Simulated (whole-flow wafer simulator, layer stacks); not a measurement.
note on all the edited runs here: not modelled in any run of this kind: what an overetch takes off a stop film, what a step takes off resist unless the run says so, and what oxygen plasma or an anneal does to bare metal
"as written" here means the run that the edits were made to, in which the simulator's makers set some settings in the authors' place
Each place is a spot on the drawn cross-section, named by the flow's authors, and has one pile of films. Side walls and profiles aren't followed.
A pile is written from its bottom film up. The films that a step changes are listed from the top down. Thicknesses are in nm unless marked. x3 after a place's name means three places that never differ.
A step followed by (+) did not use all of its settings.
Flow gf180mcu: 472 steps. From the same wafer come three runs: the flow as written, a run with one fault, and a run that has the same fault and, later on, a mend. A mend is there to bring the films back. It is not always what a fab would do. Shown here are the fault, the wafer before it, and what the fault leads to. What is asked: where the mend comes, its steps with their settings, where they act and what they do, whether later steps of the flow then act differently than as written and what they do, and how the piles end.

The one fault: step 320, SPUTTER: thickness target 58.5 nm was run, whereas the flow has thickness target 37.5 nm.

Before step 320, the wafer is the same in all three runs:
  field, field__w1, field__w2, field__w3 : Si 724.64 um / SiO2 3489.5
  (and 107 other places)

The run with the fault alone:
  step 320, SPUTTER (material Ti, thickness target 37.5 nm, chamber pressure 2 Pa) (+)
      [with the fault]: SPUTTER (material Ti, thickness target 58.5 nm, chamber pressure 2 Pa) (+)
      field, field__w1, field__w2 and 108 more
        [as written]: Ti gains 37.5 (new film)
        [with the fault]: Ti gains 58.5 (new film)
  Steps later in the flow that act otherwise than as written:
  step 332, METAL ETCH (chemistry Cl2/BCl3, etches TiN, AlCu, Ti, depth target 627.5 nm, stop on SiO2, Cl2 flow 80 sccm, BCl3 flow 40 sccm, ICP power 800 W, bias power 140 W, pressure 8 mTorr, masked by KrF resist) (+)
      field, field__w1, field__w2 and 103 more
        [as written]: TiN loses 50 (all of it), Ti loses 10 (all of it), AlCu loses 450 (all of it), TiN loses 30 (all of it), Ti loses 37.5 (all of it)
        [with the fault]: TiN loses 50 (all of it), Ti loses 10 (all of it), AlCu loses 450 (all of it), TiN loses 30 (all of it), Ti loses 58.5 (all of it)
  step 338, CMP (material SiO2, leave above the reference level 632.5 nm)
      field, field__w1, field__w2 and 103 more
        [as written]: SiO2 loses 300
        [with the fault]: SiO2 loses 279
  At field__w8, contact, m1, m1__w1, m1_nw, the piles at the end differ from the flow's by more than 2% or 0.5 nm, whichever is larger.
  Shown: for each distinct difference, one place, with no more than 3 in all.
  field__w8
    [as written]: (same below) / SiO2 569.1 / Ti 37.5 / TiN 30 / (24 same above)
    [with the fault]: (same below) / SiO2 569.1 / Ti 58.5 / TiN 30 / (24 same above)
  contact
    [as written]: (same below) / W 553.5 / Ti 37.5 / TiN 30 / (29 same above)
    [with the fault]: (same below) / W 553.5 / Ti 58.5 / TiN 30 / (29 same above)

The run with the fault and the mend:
  The mend stands after step 320.
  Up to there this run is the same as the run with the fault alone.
  step 320a, METAL ETCH (chemistry Cl2/BCl3, etches TiN, AlCu, Ti, depth target 21 nm, Cl2 flow 80 sccm, BCl3 flow 40 sccm, ICP power 800 W, bias power 140 W, pressure 8 mTorr) (the flow's step 260 again, with other settings)
      field, field__w1, field__w2 and 108 more
        Ti loses 21
  None of the later steps of the flow acts differently than as written at any place that is followed.
  The piles end the same as the flow's at every place that both follow.
